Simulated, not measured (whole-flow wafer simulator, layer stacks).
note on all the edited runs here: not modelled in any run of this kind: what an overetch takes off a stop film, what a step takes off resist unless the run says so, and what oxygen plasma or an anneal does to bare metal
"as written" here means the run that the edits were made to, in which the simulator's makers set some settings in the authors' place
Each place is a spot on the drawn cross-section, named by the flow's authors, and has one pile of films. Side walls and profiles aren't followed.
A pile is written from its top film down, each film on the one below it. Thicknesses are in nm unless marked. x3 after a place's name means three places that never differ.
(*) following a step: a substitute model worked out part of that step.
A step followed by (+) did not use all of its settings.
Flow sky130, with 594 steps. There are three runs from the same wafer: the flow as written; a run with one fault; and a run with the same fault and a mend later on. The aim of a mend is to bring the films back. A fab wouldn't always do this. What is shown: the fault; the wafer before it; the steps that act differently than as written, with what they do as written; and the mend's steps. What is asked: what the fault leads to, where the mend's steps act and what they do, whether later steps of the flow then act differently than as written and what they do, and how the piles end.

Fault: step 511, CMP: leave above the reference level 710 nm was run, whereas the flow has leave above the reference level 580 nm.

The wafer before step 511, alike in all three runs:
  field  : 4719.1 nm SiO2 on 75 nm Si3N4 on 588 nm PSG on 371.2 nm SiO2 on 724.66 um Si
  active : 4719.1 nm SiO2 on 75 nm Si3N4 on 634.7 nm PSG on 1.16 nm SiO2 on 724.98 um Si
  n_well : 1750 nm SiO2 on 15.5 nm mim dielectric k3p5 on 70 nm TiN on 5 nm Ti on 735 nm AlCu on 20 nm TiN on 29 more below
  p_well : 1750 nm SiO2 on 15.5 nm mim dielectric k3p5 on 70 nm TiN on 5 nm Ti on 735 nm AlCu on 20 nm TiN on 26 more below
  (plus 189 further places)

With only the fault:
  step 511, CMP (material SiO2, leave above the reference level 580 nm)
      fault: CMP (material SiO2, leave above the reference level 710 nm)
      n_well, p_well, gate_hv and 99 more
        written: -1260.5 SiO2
        fault: -1130.5 SiO2
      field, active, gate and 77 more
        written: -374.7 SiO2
        fault: -244.7 SiO2
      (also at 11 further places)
  Steps further on in the flow that do not act as written:
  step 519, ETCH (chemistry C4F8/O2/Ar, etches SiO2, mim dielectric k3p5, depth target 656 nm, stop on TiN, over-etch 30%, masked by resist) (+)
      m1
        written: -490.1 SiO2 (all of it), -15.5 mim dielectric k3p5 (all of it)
        fault: -620.1 SiO2 (all of it), -15.5 mim dielectric k3p5 (all of it)
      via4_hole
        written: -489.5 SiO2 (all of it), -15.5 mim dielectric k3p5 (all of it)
        fault: -619.5 SiO2 (all of it), -15.5 mim dielectric k3p5 (all of it)
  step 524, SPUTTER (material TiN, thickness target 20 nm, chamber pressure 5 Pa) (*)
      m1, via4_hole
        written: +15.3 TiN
        fault: +14.5 TiN
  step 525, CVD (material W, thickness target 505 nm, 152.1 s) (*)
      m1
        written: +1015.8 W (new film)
        fault: +1146.6 W (new film)
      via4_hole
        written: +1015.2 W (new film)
        fault: +1146 W (new film)
  By the end, the piles at field, active, n_well and 190 more depart from the flow's by more than 2% or 0.5 nm, whichever is larger.
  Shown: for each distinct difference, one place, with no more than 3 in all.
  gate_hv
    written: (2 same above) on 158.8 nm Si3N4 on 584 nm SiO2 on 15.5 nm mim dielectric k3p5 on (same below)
    fault: (2 same above) on 158.8 nm Si3N4 on 714 nm SiO2 on 15.5 nm mim dielectric k3p5 on (same below)
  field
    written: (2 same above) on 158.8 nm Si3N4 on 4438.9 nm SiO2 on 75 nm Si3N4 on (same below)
    fault: (2 same above) on 158.8 nm Si3N4 on 4568.9 nm SiO2 on 75 nm Si3N4 on (same below)
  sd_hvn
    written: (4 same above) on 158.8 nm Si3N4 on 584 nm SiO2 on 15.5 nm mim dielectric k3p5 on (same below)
    fault: (4 same above) on 158.8 nm Si3N4 on 714 nm SiO2 on 15.5 nm mim dielectric k3p5 on (same below)

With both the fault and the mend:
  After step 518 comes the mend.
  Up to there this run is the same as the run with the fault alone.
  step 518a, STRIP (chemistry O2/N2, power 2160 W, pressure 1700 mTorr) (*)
      field, active, n_well and 188 more
        -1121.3 resist (all of it)
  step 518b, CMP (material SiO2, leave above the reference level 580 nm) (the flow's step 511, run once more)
      field, active, n_well and 190 more
        -130 SiO2
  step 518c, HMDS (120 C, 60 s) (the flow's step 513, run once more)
      alters no film at any place that is followed
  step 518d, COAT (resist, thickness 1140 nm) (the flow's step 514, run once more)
      field, active, n_well and 190 more
        +1140 resist (new film)
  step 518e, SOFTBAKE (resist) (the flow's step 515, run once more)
      alters no film at any place that is followed
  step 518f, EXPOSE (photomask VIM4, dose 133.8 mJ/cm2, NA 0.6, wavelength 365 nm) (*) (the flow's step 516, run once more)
      alters no film at any place that is followed
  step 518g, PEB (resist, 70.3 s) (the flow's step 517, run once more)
      field, active, n_well and 190 more
        -18.7 resist
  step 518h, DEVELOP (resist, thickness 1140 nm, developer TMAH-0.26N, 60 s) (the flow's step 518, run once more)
      m1, via4_hole
        -1121.3 resist (all of it)
  None of the later steps of the flow acts differently than as written at any place that is followed.
  At every place that both follow, the piles at the end match the flow's.
